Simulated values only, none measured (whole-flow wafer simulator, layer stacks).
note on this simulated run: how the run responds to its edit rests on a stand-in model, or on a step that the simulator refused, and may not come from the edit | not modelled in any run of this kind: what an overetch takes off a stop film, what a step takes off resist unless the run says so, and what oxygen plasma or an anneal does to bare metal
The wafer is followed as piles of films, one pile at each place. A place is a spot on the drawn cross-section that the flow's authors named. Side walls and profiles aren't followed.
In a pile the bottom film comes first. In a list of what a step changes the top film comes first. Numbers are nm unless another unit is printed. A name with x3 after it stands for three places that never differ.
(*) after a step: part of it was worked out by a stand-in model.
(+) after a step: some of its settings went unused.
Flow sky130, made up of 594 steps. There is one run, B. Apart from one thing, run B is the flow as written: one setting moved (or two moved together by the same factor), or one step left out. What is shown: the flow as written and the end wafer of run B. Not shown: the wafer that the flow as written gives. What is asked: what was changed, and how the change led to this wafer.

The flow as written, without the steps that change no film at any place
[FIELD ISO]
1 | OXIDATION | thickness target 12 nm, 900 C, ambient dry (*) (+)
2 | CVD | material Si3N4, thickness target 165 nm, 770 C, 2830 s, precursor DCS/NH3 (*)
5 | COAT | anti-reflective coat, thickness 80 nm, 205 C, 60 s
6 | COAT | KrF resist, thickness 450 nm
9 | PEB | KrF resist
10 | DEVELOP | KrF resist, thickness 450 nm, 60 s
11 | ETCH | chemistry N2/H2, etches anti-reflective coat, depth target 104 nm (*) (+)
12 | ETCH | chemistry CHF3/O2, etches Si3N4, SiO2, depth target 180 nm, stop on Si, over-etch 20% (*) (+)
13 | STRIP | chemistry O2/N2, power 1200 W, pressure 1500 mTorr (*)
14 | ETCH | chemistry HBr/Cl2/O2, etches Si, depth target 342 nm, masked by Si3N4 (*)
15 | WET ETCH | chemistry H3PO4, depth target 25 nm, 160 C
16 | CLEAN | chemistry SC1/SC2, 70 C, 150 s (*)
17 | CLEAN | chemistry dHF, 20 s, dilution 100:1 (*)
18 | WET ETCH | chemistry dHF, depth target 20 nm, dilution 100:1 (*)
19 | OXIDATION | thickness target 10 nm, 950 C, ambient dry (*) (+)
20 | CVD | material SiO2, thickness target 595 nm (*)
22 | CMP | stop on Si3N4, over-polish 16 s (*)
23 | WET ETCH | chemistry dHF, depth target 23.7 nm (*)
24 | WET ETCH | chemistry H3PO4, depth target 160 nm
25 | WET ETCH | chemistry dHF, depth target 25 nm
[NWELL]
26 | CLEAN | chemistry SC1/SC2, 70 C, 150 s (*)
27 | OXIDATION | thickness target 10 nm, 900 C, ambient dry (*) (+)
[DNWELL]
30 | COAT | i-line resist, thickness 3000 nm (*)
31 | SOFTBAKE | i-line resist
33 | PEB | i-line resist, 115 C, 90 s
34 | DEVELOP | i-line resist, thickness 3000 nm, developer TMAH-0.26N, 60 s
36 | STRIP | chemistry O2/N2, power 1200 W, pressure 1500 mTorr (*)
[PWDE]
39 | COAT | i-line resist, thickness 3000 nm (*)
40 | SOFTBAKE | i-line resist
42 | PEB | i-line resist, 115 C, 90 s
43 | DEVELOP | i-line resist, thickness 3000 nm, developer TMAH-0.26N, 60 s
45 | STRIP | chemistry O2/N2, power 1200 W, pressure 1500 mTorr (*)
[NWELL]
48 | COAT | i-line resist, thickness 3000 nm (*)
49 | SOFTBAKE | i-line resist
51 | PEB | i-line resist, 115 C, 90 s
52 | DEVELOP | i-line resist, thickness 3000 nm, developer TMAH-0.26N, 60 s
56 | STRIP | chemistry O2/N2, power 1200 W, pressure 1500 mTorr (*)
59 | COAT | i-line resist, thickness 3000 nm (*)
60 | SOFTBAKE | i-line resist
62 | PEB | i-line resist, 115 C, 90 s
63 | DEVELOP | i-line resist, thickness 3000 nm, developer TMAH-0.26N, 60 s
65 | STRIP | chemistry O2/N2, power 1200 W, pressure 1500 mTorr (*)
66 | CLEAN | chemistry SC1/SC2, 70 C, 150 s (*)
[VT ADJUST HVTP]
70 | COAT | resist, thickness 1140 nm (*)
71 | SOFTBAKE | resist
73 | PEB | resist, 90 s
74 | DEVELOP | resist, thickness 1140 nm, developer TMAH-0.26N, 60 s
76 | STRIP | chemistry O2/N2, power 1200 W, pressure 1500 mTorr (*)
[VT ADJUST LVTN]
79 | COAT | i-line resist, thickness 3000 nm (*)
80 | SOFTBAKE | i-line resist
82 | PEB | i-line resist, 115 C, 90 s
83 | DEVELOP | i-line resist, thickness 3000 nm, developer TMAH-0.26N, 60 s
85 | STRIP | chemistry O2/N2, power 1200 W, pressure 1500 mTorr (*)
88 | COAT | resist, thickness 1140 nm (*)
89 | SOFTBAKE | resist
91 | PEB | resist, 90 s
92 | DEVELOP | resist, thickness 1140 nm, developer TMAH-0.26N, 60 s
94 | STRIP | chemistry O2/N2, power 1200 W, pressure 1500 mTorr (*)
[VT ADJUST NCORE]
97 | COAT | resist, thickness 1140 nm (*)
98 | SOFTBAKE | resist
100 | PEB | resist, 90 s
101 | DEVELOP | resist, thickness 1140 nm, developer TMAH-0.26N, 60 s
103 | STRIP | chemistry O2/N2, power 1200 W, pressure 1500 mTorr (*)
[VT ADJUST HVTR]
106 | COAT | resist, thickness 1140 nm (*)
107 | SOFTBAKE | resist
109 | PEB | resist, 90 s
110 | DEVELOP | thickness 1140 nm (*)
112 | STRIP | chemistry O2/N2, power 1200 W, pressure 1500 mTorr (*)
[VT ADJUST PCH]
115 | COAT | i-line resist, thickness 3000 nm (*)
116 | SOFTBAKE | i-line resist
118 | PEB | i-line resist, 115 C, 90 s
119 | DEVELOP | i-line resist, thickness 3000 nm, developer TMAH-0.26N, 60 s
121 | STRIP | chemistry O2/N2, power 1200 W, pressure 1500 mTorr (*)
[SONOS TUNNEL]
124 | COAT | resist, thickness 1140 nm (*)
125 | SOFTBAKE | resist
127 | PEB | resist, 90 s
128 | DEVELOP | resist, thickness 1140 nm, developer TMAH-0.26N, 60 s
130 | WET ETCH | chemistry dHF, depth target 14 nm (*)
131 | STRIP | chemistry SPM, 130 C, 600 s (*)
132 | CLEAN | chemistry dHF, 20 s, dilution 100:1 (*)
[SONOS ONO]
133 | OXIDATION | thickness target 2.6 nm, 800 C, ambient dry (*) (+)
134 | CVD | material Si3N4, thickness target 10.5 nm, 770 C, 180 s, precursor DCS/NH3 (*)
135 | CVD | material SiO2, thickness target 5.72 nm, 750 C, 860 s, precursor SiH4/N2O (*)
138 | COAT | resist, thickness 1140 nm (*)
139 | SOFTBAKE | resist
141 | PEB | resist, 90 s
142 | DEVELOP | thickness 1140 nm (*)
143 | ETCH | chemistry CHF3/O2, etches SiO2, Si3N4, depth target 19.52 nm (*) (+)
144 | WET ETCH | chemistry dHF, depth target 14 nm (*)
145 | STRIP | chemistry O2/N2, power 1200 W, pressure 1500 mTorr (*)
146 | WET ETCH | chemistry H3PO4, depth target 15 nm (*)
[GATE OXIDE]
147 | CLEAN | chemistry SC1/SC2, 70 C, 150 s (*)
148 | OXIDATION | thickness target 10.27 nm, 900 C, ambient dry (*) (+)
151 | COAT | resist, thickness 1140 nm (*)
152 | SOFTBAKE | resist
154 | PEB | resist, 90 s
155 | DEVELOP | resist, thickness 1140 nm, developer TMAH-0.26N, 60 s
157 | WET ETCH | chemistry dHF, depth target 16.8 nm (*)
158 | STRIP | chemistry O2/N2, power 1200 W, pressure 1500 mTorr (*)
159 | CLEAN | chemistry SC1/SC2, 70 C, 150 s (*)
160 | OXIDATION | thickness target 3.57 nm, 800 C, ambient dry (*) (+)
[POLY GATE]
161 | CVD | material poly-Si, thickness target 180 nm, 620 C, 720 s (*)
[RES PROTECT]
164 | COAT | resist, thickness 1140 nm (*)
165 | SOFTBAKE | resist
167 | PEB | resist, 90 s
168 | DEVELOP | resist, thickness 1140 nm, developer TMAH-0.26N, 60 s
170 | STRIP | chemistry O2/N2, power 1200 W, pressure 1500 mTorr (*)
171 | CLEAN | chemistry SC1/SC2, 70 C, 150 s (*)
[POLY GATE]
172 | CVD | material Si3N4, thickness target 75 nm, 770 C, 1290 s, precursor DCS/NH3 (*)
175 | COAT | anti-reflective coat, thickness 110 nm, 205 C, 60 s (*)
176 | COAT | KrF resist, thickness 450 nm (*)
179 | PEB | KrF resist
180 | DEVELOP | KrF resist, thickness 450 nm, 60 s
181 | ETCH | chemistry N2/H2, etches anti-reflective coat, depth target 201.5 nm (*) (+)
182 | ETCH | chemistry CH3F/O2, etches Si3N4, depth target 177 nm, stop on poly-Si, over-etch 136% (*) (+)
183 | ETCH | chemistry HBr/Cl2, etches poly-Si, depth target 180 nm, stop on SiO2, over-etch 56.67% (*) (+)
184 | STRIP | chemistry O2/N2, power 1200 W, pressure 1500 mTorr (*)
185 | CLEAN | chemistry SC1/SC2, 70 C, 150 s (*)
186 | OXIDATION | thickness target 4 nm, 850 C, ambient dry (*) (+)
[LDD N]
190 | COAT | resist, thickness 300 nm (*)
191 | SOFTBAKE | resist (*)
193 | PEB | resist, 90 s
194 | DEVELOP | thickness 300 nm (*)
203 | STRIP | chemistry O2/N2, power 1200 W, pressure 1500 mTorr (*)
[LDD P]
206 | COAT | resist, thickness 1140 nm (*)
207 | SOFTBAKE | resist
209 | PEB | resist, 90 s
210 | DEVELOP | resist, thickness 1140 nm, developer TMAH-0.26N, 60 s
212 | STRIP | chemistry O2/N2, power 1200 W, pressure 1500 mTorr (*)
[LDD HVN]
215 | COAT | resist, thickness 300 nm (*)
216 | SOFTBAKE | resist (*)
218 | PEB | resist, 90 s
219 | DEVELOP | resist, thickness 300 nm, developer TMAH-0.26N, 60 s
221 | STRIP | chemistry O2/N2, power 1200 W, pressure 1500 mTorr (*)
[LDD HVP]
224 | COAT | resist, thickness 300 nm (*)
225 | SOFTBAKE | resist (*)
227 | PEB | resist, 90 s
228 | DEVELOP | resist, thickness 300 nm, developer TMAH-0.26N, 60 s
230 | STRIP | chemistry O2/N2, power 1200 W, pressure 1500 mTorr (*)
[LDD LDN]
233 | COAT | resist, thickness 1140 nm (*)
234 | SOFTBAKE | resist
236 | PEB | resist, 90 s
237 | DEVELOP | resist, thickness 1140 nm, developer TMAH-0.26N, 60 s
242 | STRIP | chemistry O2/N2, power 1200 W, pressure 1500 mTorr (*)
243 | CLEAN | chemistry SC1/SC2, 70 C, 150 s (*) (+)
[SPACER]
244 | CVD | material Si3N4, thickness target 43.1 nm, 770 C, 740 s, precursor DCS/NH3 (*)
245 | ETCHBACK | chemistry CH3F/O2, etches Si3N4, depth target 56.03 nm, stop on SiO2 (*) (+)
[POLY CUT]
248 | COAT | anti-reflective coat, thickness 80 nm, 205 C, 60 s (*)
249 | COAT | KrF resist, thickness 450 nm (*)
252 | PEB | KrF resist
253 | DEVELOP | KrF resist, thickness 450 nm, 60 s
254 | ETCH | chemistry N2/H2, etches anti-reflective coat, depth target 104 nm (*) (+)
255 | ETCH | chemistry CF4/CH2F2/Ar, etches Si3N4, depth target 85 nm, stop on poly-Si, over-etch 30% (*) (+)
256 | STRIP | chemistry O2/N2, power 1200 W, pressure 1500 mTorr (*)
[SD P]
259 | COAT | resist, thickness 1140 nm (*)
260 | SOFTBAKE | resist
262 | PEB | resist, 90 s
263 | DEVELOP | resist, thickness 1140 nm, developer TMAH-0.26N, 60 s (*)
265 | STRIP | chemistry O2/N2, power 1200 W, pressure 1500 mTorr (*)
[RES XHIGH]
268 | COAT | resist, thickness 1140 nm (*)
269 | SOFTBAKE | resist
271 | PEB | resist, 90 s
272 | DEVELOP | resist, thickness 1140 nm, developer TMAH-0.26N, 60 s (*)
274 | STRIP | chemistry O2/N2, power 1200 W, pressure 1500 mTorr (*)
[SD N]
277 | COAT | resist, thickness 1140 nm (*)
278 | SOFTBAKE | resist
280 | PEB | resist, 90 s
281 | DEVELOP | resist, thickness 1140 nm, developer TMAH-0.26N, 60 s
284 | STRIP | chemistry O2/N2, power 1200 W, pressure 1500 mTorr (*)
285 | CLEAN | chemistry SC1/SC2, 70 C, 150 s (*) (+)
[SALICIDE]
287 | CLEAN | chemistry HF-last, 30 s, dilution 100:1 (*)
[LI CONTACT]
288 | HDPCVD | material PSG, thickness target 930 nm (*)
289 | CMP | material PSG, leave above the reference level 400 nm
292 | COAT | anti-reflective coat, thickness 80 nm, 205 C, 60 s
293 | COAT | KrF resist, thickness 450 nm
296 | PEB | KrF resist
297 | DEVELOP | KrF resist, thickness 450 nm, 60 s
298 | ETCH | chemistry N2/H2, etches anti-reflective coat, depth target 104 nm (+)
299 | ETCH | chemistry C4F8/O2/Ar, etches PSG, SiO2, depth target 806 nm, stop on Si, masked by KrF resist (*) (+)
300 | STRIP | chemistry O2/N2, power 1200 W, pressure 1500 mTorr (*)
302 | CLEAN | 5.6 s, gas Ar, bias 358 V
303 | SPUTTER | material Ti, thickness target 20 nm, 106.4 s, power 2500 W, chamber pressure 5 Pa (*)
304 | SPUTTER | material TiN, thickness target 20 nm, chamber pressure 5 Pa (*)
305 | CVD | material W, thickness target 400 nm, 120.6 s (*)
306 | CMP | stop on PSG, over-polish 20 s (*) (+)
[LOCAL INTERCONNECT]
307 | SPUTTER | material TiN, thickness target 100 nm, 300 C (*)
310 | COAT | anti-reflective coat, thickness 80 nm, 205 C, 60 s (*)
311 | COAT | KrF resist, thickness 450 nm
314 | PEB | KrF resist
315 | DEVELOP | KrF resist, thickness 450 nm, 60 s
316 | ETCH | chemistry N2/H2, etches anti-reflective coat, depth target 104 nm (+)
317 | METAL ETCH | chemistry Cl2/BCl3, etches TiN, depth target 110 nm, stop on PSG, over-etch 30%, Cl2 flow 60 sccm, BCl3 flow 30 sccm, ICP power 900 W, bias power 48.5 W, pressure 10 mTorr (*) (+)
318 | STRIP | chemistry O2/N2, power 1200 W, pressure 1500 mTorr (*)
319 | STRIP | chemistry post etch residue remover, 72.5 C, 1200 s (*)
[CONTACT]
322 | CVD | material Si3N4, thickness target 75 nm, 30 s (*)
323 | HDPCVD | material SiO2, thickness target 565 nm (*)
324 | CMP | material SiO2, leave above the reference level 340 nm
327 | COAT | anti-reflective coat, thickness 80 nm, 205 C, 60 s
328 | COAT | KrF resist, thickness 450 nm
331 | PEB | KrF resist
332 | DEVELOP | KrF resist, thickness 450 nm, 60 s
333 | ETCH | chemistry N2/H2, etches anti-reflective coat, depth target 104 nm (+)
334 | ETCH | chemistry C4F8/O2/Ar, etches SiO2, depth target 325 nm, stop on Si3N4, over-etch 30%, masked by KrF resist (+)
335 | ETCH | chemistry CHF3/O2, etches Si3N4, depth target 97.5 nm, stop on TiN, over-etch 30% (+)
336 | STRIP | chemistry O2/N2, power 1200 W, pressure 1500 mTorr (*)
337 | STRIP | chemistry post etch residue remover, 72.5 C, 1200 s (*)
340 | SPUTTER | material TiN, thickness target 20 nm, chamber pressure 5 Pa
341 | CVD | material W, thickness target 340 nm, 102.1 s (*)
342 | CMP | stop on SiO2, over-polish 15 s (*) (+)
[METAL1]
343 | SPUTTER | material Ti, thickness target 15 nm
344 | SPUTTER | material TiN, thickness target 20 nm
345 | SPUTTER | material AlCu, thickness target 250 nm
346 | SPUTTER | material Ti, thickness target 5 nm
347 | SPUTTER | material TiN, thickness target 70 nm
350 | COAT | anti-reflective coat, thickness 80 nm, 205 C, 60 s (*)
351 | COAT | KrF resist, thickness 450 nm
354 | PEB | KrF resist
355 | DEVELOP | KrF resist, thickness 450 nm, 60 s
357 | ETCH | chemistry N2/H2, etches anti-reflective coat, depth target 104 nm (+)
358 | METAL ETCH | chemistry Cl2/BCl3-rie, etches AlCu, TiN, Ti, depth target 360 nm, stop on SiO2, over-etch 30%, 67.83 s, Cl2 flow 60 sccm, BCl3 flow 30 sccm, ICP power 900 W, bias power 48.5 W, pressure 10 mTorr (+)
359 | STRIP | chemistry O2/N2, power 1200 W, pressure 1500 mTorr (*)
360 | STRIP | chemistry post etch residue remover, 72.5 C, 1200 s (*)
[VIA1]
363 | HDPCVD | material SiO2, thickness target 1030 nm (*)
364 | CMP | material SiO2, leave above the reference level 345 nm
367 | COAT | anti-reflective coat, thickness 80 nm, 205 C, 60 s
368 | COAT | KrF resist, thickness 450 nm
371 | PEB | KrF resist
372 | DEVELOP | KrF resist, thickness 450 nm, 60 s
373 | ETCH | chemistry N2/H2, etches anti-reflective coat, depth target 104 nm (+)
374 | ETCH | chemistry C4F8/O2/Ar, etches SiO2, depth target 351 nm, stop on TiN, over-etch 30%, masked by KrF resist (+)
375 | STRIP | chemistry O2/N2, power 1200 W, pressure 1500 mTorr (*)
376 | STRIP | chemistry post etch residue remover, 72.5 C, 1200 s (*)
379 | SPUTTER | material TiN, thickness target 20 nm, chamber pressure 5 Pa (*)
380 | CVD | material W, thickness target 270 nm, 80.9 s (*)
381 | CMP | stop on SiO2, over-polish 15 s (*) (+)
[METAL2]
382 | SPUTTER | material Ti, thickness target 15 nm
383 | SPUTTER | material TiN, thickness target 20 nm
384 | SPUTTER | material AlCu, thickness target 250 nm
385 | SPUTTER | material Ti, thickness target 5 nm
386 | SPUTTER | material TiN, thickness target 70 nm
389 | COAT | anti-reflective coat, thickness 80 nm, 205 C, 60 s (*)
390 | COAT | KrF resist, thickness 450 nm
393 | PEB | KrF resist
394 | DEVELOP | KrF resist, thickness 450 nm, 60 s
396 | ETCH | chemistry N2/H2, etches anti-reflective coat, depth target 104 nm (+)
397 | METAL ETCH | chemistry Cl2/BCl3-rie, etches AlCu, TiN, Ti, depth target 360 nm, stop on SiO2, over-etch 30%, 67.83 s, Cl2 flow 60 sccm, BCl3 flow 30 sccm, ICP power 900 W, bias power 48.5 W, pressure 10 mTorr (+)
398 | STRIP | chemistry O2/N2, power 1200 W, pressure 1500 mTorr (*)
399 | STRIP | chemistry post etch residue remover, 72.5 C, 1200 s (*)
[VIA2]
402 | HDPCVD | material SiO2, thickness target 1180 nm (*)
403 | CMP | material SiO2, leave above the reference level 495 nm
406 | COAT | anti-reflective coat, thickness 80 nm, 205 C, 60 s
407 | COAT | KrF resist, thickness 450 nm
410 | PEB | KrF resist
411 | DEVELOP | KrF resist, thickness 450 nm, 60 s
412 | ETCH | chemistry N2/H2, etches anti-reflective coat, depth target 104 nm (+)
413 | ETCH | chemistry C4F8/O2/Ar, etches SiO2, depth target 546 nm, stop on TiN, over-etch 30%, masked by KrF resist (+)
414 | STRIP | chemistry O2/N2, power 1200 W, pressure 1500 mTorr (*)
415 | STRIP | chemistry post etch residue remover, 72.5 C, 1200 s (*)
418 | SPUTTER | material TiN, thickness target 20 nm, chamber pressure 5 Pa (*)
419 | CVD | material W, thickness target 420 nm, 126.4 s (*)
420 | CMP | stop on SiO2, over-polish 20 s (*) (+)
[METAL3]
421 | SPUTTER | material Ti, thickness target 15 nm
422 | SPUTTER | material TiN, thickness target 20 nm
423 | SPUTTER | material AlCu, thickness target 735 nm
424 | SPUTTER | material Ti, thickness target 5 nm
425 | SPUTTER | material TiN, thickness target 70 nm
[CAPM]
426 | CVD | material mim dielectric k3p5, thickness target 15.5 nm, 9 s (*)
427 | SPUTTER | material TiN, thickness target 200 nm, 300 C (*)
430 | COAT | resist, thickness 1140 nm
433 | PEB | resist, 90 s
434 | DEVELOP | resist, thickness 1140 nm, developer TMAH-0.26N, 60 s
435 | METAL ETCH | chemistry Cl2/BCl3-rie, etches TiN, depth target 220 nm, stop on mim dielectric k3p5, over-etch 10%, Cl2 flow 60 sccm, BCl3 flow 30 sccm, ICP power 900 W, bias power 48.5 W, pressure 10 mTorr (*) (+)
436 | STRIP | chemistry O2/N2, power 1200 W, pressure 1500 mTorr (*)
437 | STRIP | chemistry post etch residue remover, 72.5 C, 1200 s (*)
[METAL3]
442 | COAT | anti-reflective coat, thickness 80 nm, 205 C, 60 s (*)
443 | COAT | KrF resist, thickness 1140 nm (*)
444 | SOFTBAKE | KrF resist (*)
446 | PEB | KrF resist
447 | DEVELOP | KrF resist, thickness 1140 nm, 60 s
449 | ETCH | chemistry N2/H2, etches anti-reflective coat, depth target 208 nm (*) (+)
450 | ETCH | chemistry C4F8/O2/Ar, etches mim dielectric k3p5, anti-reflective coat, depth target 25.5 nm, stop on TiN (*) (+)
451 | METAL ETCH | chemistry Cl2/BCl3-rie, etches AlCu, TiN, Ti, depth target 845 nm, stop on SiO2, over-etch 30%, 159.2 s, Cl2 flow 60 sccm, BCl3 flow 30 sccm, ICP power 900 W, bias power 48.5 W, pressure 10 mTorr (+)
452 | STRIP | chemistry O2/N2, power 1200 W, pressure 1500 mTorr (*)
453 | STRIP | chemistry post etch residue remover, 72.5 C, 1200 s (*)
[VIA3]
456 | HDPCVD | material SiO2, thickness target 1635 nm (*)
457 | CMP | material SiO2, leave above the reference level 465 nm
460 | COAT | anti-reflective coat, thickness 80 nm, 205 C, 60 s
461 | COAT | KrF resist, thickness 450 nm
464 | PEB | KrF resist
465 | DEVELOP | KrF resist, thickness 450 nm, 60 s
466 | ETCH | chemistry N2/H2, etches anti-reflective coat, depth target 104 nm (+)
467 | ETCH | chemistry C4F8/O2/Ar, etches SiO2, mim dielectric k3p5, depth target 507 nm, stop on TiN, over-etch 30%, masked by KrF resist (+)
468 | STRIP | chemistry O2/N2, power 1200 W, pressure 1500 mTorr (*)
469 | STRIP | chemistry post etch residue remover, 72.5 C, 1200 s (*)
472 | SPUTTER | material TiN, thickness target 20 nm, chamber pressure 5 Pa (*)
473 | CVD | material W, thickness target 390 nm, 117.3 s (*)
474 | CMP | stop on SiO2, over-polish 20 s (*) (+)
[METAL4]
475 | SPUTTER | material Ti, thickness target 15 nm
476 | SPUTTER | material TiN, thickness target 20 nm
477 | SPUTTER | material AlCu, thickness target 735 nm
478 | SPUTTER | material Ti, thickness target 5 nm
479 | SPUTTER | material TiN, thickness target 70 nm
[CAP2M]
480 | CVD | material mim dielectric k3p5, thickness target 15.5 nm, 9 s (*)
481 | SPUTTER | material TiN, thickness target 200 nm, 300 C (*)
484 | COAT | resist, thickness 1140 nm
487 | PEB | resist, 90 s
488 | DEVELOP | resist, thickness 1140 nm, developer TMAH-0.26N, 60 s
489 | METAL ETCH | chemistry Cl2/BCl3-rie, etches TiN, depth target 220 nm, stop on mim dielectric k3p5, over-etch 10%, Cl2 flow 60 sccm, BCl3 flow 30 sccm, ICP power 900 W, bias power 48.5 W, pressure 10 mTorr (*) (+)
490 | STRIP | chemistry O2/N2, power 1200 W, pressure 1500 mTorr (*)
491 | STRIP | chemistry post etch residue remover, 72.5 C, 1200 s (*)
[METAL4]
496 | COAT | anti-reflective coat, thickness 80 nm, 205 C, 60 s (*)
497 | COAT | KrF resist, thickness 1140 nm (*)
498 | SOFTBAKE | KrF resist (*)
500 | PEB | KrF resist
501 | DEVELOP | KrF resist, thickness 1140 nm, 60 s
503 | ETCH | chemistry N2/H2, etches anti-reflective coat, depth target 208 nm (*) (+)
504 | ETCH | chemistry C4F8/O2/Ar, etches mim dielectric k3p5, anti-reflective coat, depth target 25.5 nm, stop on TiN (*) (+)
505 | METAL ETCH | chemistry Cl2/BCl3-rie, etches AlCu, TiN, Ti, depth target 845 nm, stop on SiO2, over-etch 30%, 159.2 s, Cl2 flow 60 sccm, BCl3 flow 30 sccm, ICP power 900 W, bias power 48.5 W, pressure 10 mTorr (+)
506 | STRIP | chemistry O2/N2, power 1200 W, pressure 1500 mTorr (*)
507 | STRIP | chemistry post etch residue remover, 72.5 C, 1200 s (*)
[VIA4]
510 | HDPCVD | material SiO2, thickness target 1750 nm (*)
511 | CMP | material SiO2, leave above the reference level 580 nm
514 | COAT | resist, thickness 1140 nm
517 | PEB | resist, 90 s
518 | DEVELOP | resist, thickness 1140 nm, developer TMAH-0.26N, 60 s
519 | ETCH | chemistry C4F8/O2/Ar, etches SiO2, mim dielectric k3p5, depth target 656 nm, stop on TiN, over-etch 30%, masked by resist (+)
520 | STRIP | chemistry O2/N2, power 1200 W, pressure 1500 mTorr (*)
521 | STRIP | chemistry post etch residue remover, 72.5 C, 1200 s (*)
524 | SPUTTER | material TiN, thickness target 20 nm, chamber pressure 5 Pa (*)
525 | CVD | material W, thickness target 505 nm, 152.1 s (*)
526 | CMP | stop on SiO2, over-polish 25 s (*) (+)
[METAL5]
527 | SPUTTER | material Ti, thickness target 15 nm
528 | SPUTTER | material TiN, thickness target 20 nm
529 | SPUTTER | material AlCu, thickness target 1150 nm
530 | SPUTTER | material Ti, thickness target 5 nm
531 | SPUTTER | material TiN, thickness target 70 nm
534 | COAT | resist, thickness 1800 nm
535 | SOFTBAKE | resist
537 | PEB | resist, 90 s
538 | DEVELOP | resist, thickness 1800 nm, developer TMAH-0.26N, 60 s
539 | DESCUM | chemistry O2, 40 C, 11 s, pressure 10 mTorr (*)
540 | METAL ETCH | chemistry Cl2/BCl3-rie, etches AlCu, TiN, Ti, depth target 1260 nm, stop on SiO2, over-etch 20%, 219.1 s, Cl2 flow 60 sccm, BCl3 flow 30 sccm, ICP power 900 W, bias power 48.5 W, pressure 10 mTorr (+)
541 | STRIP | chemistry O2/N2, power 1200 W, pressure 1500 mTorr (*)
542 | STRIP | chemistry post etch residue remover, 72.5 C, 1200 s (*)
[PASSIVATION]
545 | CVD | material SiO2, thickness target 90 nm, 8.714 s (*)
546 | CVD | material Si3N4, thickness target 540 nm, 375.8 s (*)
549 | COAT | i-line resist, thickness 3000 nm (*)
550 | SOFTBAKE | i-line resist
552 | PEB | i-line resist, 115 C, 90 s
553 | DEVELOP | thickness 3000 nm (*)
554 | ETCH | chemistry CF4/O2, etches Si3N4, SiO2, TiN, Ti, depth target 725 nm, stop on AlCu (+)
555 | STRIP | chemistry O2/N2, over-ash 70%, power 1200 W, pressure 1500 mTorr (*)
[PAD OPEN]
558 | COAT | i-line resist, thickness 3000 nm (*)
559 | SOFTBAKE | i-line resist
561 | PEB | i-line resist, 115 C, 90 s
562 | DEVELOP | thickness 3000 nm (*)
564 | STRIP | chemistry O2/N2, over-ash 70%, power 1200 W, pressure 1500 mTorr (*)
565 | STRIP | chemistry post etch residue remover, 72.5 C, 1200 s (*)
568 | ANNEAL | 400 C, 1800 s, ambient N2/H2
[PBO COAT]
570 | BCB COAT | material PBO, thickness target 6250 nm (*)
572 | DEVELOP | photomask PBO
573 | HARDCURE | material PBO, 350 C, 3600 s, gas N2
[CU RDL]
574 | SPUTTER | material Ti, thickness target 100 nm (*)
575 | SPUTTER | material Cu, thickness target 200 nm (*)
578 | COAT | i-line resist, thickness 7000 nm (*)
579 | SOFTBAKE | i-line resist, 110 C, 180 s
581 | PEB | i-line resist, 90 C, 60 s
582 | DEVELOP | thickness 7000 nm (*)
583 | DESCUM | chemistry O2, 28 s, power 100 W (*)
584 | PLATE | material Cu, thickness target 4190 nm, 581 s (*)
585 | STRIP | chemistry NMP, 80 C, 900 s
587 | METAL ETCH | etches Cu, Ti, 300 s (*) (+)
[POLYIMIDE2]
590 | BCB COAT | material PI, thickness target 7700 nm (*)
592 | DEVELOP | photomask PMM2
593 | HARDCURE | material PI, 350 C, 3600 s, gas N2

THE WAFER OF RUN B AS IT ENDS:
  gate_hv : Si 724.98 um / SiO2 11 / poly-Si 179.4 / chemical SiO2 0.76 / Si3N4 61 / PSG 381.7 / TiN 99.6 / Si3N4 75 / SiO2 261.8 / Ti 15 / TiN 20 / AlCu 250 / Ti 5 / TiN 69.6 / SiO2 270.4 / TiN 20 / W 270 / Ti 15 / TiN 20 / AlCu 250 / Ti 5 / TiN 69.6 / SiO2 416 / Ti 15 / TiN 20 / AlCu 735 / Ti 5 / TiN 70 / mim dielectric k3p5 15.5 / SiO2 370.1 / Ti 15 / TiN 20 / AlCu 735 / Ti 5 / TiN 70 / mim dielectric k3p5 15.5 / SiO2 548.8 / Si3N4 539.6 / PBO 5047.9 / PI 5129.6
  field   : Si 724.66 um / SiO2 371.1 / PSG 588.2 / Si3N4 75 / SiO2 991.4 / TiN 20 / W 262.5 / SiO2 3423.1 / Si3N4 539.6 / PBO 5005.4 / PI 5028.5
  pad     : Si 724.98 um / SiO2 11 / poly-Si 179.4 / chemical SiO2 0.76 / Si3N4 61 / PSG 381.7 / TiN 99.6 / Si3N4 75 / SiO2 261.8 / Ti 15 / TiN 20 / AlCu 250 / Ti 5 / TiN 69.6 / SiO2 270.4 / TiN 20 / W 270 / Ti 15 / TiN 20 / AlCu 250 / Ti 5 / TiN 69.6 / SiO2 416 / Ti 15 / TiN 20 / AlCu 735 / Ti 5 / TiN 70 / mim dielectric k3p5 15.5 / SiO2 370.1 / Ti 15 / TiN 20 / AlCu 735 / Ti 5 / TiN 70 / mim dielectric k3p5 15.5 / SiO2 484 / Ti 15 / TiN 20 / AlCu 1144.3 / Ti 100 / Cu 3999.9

Cause: step 381, CMP: stop on SiO2, over-polish 15 s (*) (+), was skipped.

The path from the change to this, step by step:
  397 | METAL ETCH | chemistry Cl2/BCl3-rie, etches AlCu, TiN, Ti, depth target 360 nm, stop on SiO2, over-etch 30%, 67.83 s, Cl2 flow 60 sccm, BCl3 flow 30 sccm, ICP power 900 W, bias power 48.5 W, pressure 10 mTorr (+)
      field, active, gate and 82 more: -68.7 TiN (all of it), -5 Ti (all of it), -250 AlCu (all of it), -20 TiN (all of it), -15 Ti (all of it), -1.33 W (as written it would have been: -68.7 TiN (all of it), -5 Ti (all of it), -250 AlCu (all of it), -20 TiN (all of it), -15 Ti (all of it), -10.9 SiO2)
  399 | STRIP | chemistry post etch residue remover, 72.5 C, 1200 s (*)
      field, active, gate and 82 more: -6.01 W (as written it would have been: nothing)
  402 | HDPCVD | material SiO2, thickness target 1180 nm (*)
      field, active, gate and 82 more: +1180 SiO2 (new film) (as written it would have been: +1180 SiO2)
With metal films that touch counted as one body, field has 1 body; the flow as written gives 0 bodies.
